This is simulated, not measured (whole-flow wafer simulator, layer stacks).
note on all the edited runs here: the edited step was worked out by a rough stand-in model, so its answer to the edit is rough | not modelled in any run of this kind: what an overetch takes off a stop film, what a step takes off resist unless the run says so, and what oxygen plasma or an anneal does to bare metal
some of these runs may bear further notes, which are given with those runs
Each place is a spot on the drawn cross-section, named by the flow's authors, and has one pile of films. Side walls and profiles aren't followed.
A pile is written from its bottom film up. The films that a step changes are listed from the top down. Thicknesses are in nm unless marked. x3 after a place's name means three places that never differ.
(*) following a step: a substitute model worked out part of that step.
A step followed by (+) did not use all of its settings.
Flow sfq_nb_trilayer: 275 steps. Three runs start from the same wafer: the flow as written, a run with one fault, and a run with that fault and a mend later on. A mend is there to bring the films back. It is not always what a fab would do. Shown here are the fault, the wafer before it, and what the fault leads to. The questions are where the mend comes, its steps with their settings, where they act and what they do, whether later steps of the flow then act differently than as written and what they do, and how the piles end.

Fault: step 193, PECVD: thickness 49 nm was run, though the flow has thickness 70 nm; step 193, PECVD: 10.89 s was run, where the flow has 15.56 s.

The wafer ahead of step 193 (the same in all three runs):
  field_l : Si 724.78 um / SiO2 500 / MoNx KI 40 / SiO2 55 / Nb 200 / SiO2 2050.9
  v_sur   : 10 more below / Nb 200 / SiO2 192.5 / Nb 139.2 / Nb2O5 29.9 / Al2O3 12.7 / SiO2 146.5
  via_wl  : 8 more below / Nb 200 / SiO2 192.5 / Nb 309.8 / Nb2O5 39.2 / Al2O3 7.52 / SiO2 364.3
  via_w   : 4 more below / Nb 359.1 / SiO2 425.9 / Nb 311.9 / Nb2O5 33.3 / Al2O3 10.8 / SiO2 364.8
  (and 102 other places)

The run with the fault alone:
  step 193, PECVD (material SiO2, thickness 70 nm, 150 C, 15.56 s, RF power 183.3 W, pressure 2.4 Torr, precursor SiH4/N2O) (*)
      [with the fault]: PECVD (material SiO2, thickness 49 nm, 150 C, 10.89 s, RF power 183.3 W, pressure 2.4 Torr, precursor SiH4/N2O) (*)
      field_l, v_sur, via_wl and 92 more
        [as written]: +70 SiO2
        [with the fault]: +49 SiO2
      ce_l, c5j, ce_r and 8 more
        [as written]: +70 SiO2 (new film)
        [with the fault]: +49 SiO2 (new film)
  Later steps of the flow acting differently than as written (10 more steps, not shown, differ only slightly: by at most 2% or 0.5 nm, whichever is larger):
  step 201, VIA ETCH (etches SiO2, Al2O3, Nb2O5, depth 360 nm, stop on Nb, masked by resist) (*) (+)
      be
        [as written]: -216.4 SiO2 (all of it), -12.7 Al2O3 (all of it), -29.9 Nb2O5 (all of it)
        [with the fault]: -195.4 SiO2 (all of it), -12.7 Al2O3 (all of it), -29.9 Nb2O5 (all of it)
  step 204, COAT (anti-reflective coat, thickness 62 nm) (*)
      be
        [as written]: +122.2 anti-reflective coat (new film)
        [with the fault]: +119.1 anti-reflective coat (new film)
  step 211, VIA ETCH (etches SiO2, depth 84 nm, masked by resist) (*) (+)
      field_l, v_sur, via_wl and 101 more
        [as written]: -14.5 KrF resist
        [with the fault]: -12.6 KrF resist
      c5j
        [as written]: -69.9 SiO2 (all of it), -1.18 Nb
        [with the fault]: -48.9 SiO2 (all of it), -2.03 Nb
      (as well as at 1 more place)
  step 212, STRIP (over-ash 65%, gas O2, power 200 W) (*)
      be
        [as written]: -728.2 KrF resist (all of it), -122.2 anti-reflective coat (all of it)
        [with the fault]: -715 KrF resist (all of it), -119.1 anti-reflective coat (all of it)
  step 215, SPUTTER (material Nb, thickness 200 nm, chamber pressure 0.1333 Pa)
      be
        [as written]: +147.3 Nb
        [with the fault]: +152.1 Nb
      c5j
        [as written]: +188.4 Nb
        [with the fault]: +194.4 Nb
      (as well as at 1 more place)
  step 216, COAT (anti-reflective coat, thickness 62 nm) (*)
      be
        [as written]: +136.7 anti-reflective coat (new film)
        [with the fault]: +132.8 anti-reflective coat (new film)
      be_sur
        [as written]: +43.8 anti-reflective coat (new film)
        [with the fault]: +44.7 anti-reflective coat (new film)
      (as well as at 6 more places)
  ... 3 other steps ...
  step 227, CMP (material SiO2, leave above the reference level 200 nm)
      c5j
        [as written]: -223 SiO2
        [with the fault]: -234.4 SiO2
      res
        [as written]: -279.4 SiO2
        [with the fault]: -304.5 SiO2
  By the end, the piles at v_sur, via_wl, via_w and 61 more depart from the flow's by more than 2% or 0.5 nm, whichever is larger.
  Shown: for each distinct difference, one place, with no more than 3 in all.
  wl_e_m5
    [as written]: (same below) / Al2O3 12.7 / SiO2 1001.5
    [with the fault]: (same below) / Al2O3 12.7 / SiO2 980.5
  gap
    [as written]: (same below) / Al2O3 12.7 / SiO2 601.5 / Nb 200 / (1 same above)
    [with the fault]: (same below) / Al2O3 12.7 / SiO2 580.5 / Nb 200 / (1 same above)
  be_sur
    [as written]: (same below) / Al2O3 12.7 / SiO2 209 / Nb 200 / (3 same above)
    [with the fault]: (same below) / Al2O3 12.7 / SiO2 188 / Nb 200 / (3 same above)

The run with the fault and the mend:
  After step 193 comes the mend.
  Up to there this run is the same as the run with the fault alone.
  step 193a, PECVD (material SiO2, thickness 21 nm, 150 C, 4.667 s, RF power 183.3 W, pressure 2.4 Torr, precursor SiH4/N2O) (*) (a further turn of the flow's step 193, with different settings)
      field_l, v_sur, via_wl and 103 more
        +21 SiO2
  Every later step of the flow that is run acts as written, at every place that is followed, to within 2% or 0.5 nm, whichever is larger.
  At every place that both follow, the piles at the end match the flow's.
